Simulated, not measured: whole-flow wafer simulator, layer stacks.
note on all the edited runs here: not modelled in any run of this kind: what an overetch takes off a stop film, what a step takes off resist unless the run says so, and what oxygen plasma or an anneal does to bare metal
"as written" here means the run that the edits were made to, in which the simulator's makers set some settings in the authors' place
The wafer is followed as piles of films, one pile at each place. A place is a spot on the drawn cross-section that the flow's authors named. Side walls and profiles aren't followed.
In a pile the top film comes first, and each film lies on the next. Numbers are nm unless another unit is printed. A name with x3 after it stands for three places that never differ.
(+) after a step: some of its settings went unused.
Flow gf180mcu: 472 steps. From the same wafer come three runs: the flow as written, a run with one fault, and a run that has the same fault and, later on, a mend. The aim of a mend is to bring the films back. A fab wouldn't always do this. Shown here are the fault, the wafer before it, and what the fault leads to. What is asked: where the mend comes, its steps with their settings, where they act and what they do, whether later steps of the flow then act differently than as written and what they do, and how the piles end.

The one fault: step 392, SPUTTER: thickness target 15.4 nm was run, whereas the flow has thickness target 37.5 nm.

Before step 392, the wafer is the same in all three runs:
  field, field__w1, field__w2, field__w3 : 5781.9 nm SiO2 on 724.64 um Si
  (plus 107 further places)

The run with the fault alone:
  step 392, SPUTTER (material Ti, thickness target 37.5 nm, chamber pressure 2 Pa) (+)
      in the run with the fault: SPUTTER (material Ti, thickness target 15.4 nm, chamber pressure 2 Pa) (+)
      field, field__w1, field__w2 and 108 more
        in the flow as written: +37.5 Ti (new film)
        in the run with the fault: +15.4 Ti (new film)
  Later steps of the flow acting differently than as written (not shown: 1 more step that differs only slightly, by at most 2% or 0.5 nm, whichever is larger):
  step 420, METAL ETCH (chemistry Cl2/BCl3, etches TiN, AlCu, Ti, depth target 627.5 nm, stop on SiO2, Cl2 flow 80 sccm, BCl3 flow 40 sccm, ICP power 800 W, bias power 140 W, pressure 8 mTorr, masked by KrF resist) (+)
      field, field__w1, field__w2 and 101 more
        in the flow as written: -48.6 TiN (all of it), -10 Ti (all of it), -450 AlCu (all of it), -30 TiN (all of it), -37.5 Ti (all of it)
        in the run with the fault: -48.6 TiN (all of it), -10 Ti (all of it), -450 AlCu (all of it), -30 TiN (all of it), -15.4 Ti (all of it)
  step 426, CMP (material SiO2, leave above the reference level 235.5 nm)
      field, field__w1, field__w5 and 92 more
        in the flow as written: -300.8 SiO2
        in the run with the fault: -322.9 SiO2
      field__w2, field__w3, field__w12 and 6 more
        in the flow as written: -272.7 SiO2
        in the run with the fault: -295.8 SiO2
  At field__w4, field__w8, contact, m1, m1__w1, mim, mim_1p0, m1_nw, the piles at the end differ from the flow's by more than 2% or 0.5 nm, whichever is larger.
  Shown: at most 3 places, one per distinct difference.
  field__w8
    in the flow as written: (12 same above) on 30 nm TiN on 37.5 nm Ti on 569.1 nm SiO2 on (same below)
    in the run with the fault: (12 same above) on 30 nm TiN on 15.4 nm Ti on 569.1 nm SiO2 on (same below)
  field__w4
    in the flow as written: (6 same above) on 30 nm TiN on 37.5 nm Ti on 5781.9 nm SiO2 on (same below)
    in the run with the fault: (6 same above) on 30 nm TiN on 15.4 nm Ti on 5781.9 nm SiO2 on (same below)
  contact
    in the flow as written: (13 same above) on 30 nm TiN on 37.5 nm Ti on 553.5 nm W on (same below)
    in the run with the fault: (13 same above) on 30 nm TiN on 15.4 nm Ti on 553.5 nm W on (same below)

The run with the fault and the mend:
  The mend follows step 392.
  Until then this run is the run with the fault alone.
  step 392a, SPUTTER (material Ti, thickness target 22.1 nm, chamber pressure 2 Pa) (+) (a further turn of the flow's step 392, with different settings)
      field, field__w1, field__w2 and 108 more
        +22.1 Ti
  Every later step of the flow that is run acts as written at every place that is followed.
  By the end, the piles equal the flow's at every place that both follow.
